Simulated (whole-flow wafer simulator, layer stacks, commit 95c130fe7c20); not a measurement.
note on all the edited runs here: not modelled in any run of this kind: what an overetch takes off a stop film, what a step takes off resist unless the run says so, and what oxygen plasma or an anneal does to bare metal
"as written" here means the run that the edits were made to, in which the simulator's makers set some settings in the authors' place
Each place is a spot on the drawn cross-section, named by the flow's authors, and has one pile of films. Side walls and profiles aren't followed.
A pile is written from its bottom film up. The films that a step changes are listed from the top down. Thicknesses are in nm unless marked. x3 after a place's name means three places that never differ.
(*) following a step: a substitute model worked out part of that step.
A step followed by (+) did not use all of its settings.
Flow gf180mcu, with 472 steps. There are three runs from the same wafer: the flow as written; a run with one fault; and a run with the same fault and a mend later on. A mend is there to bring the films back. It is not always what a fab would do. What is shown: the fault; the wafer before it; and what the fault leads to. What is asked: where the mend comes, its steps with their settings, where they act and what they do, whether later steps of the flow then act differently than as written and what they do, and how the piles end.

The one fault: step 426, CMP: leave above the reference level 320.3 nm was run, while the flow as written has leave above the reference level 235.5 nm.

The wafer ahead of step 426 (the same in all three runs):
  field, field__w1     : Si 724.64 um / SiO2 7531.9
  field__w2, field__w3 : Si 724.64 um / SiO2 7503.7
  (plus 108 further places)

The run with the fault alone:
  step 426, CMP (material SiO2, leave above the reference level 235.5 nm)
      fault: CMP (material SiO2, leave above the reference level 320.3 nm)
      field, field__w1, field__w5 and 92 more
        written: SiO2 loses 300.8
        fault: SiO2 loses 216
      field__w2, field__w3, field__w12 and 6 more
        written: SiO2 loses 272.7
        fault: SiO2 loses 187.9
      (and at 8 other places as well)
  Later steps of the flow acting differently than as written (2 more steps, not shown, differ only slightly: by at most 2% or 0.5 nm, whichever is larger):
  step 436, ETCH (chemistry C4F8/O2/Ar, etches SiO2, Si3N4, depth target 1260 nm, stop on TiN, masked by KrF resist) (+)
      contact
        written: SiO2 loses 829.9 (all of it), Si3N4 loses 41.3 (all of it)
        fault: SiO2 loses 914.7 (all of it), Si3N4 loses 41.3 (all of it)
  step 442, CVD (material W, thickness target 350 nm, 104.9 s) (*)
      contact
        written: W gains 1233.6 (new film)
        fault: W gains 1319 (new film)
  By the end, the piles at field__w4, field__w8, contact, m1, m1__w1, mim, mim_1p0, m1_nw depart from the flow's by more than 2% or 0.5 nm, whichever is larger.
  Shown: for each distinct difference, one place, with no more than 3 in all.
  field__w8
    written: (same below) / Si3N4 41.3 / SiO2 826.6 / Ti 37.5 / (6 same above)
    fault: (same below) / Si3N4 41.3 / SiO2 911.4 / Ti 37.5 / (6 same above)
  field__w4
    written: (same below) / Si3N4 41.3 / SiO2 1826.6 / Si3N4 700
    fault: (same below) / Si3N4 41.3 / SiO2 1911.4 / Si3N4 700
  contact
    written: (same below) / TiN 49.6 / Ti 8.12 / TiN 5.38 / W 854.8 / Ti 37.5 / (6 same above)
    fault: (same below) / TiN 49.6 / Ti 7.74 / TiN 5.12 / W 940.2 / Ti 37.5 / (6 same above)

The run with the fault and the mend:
  After step 426 comes the mend.
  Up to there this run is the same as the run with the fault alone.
  step 426a, CMP (material SiO2, leave above the reference level 235.5 nm) (the flow's step 426 again)
      field, field__w1, field__w2 and 109 more
        SiO2 loses 84.8
  Every later step of the flow that is run acts as written at every place that is followed.
  By the end, the piles equal the flow's at every place that both follow.
